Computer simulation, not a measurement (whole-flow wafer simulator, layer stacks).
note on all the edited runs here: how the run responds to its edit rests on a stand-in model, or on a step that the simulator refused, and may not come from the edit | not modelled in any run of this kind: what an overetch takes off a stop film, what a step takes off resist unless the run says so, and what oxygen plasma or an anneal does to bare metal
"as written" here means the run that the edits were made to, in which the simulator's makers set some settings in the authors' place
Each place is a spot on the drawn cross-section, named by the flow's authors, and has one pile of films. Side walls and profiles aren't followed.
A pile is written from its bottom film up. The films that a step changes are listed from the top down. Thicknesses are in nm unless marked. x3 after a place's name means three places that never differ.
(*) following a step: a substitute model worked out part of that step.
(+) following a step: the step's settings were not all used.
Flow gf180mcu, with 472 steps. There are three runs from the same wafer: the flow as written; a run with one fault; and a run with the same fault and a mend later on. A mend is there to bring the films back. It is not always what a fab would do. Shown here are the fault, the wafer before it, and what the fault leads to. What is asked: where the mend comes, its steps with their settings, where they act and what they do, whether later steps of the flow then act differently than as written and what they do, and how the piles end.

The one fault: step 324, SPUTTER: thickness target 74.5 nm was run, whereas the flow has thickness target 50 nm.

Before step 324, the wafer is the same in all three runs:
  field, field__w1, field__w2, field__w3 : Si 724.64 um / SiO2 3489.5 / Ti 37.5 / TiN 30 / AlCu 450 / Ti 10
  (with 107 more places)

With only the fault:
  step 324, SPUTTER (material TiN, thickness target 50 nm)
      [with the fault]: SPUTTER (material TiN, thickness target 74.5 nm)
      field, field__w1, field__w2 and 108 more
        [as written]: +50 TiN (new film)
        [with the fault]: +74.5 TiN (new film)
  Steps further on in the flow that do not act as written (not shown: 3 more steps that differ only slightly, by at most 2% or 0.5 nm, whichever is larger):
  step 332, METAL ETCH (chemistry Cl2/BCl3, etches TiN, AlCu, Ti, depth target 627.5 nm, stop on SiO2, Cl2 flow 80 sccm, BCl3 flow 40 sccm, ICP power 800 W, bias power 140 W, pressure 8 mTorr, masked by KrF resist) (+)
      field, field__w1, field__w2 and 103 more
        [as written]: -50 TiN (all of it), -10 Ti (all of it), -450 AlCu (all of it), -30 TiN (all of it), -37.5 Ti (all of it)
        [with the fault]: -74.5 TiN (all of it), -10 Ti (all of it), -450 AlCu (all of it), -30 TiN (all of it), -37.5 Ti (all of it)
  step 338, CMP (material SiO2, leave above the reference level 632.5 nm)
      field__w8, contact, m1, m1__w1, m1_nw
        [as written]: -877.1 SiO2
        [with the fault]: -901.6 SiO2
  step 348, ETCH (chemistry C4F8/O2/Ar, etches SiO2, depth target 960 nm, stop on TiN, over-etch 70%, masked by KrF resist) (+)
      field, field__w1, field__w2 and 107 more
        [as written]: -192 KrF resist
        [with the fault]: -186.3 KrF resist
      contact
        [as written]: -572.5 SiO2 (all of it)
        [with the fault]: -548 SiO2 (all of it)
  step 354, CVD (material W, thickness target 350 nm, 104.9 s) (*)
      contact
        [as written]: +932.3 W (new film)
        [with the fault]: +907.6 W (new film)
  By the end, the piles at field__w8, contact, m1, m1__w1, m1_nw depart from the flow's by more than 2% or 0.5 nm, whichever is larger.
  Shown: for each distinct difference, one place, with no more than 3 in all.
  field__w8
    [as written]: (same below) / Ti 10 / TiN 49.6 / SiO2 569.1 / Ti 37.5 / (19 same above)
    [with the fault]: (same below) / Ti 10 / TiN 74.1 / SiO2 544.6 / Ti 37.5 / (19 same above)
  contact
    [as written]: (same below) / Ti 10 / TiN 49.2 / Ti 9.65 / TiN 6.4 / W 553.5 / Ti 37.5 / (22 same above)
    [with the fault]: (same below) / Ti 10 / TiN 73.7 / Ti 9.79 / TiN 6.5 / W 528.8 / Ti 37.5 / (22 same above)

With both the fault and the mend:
  The mend stands after step 331.
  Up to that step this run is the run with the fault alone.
  step 331a, STRIP (chemistry O2/N2, power 2160 W, pressure 1700 mTorr) (*)
      field__w8, contact, m1, m1__w1, m1_nw
        -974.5 KrF resist (all of it)
  step 331b, METAL ETCH (chemistry Cl2/BCl3, etches TiN, AlCu, Ti, depth target 24.5 nm, Cl2 flow 80 sccm, BCl3 flow 40 sccm, ICP power 800 W, bias power 140 W, pressure 8 mTorr) (the flow's step 260, run once more with other settings)
      field, field__w1, field__w2 and 108 more
        -24.5 TiN
  step 331c, HMDS (120 C, 60 s) (the flow's step 326, run once more)
      alters no film at any place that is followed
  step 331d, COAT (KrF resist, thickness 1000 nm) (the flow's step 327, run once more)
      field, field__w1, field__w2 and 108 more
        +1000 KrF resist (new film)
  step 331e, SOFTBAKE (KrF resist) (the flow's step 328, run once more)
      alters no film at any place that is followed
  step 331f, EXPOSE (photomask Metal3) (the flow's step 329, run once more)
      alters no film at any place that is followed
  step 331g, PEB (KrF resist, 135 C, 90 s) (the flow's step 330, run once more)
      field, field__w1, field__w2 and 108 more
        -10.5 KrF resist
  step 331h, DEVELOP (thickness 1000 nm, 60 s) (the flow's step 331, run once more)
      field, field__w1, field__w2 and 103 more
        -989.5 KrF resist (all of it)
      field__w8, contact, m1, m1__w1, m1_nw
        -14.9 KrF resist
  Every later step of the flow that is run acts as written at every place that is followed.
  The piles end the same as the flow's at every place that both follow.
